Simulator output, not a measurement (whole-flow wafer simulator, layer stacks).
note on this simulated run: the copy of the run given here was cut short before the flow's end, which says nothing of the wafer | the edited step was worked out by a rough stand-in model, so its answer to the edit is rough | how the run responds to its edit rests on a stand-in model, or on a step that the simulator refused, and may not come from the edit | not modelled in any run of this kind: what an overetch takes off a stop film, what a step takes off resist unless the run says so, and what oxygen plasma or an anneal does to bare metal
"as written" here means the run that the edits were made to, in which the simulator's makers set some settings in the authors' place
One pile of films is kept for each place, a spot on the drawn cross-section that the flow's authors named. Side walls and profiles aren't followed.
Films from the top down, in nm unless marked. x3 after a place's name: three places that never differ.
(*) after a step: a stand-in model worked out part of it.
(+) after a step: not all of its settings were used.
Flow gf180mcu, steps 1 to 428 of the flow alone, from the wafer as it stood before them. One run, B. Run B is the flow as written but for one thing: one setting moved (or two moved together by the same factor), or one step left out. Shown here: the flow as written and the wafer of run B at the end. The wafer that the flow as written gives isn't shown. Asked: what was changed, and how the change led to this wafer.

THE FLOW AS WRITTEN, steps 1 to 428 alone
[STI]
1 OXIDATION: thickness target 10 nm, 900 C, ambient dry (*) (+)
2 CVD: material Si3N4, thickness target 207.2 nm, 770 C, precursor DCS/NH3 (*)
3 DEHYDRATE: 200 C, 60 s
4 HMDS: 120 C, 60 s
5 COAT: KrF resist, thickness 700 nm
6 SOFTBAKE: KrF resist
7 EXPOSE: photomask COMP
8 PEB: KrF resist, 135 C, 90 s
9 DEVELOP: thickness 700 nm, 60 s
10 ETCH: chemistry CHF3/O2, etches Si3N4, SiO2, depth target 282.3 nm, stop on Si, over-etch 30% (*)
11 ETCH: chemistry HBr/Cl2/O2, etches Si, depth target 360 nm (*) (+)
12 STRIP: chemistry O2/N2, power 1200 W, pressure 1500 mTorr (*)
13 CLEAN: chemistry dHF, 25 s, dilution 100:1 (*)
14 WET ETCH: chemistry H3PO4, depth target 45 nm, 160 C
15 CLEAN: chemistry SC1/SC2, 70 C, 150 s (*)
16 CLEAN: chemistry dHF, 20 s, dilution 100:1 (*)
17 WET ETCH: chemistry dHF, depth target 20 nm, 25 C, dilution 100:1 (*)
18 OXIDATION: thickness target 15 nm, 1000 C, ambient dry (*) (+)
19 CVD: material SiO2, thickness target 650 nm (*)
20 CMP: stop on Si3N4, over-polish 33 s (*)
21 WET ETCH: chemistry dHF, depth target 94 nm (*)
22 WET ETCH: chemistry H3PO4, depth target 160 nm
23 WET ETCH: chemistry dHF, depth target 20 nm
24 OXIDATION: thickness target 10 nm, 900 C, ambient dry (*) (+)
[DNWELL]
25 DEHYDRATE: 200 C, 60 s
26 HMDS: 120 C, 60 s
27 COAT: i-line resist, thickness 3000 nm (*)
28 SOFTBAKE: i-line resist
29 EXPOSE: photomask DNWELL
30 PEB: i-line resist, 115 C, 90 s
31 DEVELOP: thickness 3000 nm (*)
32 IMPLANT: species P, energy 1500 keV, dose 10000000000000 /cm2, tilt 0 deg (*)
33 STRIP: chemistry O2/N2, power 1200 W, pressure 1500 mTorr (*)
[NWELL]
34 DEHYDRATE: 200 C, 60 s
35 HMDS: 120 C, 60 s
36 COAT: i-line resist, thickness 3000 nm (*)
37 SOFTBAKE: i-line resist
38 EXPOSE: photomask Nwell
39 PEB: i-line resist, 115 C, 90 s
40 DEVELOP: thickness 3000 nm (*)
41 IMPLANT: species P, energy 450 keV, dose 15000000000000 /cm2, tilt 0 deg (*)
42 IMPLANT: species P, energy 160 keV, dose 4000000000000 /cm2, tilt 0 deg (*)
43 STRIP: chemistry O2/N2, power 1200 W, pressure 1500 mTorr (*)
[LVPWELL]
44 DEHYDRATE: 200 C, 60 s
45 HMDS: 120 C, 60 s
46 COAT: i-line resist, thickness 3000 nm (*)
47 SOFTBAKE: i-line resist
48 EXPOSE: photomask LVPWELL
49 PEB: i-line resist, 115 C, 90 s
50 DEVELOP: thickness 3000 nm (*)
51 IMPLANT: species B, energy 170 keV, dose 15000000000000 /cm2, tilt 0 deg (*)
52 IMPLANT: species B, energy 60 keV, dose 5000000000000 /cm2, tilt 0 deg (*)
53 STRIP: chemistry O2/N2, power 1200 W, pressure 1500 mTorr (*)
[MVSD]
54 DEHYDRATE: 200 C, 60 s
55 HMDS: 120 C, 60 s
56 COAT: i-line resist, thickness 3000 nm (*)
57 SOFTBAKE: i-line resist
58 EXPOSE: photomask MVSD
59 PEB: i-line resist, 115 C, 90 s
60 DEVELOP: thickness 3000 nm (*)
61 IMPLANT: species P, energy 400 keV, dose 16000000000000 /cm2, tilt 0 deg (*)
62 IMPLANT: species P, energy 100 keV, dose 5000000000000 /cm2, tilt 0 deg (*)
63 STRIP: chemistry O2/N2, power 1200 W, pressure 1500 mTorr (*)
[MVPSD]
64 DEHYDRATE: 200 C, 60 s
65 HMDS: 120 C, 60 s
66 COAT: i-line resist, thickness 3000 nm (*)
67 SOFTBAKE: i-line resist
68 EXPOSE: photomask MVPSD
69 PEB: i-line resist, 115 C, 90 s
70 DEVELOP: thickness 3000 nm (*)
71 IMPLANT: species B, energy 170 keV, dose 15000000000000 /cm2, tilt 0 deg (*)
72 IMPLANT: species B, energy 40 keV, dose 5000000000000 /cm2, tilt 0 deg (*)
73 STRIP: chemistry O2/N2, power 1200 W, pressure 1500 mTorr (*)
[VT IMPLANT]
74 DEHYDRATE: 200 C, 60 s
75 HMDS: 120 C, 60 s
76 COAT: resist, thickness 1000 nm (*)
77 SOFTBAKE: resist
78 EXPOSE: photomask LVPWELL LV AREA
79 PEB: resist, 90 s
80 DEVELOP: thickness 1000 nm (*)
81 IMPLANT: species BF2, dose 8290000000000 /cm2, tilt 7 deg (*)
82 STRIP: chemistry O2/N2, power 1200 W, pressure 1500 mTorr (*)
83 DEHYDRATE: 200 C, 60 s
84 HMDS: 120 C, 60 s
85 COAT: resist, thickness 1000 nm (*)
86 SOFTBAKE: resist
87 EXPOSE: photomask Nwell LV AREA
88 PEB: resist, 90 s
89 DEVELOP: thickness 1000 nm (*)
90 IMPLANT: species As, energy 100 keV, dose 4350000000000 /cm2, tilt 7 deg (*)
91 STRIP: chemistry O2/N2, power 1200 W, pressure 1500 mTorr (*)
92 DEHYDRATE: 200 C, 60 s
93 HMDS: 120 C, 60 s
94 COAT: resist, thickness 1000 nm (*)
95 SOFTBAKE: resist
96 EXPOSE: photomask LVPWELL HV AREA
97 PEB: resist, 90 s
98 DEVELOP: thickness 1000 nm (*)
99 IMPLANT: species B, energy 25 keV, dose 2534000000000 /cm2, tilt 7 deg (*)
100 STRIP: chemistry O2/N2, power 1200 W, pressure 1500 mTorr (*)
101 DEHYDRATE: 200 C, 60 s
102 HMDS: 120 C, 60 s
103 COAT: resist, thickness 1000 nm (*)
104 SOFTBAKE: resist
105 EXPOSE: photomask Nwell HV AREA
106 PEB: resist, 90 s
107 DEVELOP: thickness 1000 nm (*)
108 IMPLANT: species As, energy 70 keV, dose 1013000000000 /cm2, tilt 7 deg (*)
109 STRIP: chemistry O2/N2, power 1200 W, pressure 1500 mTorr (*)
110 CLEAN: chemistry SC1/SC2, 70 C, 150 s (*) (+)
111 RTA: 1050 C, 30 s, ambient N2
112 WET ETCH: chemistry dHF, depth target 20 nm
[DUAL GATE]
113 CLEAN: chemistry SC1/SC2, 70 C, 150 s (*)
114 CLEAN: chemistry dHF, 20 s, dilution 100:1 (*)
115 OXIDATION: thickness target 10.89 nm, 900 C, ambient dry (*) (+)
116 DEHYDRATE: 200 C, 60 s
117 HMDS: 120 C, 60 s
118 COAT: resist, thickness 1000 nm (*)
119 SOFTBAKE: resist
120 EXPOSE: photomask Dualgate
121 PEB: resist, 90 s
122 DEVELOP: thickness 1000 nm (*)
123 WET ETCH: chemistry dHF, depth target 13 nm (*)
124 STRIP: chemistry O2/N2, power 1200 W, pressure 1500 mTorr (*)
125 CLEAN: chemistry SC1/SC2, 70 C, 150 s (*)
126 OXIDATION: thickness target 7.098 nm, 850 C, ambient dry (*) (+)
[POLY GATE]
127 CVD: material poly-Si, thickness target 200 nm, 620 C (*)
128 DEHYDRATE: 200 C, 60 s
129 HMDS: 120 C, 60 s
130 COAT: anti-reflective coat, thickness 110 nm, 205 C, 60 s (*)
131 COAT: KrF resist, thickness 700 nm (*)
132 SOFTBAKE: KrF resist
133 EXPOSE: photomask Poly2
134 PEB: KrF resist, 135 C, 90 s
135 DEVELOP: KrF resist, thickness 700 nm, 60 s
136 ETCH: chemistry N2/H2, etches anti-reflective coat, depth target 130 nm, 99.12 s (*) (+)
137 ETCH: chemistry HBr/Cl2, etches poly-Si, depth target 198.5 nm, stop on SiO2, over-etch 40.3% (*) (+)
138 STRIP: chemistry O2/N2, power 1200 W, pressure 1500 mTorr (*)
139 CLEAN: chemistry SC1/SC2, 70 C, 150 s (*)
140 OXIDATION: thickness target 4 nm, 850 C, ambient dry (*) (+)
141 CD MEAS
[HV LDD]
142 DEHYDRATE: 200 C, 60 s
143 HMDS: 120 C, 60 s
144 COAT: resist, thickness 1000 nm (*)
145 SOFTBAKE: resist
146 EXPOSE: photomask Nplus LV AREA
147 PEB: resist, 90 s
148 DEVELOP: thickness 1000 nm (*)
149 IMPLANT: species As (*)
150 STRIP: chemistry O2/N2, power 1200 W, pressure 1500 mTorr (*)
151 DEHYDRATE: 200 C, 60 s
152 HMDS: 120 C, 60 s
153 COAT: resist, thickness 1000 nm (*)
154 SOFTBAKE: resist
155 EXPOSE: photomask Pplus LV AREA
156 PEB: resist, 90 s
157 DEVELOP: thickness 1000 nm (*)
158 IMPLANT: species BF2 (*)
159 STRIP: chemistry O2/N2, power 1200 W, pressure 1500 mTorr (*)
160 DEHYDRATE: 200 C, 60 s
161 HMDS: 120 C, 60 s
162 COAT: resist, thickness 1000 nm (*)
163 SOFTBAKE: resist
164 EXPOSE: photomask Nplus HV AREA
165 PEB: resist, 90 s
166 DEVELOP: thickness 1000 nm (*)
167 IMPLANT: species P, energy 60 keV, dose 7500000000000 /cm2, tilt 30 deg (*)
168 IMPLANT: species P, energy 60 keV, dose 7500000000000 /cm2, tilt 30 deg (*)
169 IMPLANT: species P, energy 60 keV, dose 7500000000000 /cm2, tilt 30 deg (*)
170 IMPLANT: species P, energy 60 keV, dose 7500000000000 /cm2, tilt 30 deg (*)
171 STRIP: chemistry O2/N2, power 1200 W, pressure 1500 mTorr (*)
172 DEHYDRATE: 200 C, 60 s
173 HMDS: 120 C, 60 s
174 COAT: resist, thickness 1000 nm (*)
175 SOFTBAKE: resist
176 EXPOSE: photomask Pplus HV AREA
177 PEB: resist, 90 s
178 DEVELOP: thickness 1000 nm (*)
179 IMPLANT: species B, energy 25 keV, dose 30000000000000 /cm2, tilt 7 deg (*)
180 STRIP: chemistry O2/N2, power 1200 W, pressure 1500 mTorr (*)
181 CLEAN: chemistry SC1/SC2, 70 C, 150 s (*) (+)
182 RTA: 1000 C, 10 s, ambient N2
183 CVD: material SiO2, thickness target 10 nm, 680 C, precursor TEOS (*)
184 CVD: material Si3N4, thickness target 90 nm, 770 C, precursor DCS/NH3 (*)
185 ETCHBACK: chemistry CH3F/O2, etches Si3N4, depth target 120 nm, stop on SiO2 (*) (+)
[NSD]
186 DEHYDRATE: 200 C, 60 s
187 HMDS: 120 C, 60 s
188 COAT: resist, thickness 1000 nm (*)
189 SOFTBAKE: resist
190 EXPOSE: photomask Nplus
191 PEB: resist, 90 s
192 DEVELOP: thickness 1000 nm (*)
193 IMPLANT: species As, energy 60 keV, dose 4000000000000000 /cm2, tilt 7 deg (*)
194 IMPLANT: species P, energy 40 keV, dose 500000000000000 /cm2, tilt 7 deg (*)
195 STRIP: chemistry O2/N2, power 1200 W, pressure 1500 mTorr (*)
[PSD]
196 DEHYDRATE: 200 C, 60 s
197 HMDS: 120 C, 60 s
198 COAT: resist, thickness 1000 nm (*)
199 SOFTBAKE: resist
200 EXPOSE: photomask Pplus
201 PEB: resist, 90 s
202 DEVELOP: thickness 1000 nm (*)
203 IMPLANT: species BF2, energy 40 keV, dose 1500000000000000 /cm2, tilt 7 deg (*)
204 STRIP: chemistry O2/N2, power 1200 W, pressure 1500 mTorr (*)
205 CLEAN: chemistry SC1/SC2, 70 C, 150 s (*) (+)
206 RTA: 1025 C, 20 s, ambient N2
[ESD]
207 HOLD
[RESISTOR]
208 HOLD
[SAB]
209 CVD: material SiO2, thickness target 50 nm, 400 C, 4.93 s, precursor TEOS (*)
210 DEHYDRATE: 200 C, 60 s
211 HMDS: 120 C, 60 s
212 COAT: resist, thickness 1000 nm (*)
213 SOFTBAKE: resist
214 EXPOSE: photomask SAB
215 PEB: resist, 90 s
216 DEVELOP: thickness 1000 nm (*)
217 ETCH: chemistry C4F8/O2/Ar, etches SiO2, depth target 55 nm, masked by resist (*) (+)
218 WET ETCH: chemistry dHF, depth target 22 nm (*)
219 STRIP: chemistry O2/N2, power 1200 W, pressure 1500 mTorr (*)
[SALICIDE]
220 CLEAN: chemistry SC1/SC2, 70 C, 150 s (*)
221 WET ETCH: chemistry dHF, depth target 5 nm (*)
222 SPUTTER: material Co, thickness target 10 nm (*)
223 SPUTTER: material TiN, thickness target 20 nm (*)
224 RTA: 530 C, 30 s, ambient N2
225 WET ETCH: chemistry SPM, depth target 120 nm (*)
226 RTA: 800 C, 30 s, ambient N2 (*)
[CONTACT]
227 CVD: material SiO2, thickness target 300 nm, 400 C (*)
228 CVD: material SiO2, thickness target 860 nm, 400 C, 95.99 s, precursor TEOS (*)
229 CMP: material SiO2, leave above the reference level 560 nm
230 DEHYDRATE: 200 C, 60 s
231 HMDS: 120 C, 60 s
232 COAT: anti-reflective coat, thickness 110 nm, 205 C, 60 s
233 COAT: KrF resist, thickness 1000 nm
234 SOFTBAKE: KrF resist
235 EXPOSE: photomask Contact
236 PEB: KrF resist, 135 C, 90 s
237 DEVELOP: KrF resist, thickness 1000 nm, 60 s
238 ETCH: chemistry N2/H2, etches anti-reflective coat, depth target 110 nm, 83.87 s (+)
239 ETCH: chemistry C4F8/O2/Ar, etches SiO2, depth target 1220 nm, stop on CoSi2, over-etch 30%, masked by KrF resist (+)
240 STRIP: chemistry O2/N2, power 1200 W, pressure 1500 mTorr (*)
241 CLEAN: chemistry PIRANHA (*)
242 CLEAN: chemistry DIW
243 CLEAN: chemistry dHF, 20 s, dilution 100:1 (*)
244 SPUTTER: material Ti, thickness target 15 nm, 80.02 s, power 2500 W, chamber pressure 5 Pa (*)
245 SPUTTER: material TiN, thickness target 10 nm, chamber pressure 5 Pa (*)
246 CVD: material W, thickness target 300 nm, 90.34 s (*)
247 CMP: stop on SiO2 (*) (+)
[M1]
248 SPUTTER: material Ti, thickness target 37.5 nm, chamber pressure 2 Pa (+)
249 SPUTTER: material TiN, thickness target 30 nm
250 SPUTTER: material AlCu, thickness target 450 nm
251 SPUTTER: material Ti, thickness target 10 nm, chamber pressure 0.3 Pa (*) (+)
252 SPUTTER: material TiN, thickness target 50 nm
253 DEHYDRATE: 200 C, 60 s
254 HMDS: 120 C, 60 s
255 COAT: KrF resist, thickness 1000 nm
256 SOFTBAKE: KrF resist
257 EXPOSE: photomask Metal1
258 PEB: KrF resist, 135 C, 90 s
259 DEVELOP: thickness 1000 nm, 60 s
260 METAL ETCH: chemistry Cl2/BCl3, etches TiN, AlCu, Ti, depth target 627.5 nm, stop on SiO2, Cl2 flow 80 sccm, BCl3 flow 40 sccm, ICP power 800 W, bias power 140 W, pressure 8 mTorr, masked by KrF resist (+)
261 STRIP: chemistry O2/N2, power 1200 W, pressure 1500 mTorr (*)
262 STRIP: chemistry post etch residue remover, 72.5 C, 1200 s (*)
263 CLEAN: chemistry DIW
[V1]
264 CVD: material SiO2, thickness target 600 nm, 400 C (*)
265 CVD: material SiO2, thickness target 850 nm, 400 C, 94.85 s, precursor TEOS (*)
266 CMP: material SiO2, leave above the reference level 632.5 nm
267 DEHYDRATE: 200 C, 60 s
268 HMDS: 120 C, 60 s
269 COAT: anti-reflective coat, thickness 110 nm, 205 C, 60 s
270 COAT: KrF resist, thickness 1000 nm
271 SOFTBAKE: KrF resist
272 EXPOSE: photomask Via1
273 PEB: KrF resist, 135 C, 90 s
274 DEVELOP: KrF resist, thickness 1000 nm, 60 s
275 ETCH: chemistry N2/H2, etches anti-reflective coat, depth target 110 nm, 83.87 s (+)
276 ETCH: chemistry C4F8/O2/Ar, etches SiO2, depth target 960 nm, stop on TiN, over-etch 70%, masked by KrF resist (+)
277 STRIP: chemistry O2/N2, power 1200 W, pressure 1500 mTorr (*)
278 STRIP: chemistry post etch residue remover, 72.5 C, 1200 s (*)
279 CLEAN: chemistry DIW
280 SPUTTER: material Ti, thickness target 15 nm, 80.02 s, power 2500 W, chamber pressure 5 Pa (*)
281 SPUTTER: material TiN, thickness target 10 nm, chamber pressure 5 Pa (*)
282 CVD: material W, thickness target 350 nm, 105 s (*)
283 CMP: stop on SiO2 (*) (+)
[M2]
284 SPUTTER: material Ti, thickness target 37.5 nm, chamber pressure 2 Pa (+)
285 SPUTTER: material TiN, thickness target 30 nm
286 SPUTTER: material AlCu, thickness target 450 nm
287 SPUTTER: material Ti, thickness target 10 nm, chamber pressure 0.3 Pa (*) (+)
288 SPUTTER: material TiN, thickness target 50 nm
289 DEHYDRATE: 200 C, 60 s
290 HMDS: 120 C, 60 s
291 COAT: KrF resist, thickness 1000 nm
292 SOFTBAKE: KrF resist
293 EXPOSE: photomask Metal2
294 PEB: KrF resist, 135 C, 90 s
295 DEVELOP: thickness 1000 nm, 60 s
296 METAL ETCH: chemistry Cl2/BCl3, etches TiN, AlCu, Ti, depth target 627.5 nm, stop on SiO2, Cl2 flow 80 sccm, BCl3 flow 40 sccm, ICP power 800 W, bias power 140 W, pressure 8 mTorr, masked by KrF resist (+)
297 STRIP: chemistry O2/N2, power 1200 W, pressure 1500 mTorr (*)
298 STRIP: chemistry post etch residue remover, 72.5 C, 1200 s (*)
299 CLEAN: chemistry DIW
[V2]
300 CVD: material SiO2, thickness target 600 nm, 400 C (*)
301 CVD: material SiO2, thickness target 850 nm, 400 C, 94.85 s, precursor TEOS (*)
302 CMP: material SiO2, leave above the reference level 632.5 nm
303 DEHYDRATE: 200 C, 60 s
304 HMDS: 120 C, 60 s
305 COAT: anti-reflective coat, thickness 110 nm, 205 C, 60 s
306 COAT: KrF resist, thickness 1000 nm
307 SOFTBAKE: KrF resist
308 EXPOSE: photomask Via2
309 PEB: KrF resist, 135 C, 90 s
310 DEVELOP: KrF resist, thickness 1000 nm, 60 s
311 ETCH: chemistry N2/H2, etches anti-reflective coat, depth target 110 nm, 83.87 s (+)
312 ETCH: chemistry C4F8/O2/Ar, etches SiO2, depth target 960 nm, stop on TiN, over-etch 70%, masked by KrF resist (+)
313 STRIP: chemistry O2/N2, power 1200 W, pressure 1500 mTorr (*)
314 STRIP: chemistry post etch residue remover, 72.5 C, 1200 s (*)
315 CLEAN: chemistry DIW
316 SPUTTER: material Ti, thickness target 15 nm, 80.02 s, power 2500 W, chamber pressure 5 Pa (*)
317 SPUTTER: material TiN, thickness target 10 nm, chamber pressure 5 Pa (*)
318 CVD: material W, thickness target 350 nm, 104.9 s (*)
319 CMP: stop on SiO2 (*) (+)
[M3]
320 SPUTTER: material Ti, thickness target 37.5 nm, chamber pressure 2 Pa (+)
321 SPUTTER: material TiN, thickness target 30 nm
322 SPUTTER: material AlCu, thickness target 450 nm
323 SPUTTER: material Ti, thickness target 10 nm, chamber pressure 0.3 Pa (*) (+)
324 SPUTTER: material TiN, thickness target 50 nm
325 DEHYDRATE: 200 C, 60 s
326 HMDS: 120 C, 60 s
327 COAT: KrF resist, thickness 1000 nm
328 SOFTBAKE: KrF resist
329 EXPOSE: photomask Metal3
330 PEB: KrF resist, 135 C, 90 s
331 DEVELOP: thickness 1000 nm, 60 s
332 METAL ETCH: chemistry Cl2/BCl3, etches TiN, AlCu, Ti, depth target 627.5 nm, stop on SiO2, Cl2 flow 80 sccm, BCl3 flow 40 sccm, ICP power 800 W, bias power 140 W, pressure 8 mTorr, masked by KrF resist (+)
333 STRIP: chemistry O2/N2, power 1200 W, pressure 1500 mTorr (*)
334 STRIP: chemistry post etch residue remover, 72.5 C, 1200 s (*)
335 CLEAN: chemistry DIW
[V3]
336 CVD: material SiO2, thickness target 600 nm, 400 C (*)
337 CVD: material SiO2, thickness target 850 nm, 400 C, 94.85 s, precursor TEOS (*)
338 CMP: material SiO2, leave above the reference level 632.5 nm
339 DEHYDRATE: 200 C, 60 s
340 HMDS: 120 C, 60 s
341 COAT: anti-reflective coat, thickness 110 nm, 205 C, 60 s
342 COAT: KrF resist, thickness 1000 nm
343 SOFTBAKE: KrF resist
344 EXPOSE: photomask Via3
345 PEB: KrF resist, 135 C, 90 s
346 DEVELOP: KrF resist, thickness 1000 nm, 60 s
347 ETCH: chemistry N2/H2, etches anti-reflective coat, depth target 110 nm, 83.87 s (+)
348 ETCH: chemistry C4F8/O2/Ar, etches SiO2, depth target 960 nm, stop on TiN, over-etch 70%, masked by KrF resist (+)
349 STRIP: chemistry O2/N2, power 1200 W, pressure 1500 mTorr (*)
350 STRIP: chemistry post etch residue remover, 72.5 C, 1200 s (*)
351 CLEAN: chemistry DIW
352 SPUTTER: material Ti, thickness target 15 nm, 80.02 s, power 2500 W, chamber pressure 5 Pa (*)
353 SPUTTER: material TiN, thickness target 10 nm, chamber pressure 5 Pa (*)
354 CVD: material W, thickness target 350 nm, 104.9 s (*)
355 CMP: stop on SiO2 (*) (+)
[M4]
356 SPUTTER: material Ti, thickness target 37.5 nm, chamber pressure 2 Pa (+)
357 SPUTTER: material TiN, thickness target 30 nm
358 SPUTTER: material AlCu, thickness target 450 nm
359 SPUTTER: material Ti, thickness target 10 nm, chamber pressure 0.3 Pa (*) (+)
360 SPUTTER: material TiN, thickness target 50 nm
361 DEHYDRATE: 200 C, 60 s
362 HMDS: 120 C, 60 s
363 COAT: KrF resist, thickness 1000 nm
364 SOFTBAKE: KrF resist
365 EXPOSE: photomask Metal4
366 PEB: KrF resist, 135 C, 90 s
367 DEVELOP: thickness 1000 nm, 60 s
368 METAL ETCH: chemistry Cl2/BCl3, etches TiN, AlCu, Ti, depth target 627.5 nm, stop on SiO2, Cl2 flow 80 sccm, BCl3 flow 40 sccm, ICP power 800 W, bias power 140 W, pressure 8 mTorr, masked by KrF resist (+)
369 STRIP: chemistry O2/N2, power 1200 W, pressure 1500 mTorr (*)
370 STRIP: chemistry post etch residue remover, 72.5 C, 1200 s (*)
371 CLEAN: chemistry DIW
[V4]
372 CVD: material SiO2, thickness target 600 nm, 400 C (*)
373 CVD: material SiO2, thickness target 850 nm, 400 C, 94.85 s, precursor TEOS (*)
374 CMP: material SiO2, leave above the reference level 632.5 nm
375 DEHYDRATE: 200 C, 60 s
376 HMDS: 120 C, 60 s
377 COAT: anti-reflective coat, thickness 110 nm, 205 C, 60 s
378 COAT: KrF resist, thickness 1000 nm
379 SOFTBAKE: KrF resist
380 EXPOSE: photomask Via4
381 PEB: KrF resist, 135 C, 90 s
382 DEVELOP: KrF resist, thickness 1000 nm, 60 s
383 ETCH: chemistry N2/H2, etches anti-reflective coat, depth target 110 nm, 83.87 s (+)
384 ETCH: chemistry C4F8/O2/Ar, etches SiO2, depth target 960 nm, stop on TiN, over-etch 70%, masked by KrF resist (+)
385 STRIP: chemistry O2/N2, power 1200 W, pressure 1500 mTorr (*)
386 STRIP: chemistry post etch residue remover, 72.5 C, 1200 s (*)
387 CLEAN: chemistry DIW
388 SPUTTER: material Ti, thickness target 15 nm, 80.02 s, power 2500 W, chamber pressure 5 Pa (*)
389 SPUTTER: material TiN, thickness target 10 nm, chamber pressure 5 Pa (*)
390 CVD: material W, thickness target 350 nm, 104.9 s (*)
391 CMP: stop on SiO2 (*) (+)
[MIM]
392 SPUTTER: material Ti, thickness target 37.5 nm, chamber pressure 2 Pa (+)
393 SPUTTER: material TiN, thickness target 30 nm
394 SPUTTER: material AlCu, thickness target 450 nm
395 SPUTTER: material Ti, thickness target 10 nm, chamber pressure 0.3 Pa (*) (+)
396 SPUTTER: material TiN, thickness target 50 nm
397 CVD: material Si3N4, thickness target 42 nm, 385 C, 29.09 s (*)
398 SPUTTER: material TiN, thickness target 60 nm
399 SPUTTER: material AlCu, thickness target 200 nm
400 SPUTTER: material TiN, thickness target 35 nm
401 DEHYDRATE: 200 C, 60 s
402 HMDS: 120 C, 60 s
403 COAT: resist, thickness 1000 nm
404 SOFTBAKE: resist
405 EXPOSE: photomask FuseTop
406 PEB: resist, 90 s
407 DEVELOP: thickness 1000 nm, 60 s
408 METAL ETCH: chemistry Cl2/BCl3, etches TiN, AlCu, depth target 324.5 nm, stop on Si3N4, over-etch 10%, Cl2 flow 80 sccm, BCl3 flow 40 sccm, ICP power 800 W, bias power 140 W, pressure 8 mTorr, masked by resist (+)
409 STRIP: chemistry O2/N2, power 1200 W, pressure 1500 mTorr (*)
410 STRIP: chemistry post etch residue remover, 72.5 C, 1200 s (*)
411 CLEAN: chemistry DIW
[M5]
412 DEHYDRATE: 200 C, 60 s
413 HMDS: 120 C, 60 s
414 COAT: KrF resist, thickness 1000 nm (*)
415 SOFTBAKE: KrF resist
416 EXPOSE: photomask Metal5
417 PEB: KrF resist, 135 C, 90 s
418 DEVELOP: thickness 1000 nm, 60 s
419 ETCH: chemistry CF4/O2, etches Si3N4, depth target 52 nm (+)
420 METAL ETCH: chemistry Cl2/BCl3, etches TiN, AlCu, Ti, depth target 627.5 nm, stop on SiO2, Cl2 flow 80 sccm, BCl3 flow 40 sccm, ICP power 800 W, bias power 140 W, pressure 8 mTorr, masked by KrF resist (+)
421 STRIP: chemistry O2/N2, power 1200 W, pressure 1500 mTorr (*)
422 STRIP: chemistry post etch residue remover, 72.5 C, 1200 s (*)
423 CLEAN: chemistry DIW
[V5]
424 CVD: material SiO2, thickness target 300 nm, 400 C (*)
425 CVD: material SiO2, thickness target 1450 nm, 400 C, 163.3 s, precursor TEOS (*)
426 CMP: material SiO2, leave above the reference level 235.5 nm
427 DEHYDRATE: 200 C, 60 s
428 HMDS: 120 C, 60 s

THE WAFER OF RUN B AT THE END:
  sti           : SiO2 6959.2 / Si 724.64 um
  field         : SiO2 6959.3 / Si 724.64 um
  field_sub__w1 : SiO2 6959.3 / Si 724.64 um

The cause: step 425, CVD: 97.97 s was run, where the flow has 163.3 s.

How the change led to this, step by step:
  425 CVD: material SiO2, thickness target 1450 nm, 400 C, 163.3 s, precursor TEOS (*)
      field, field__w1, field__w4 and 100 more: SiO2 +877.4 (as written it would be: SiO2 +1450)
      field__w2, field__w3, field__w12 and 6 more: SiO2 +860.9 (as written it would be: SiO2 +1421.8)
  426 CMP: material SiO2, leave above the reference level 235.5 nm
      field, field__w1, field__w5 and 92 more: nothing (as written it would be: SiO2 -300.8)
      field__w2, field__w3, field__w12 and 6 more: nothing (as written it would be: SiO2 -272.7)
      (and at 8 more places)
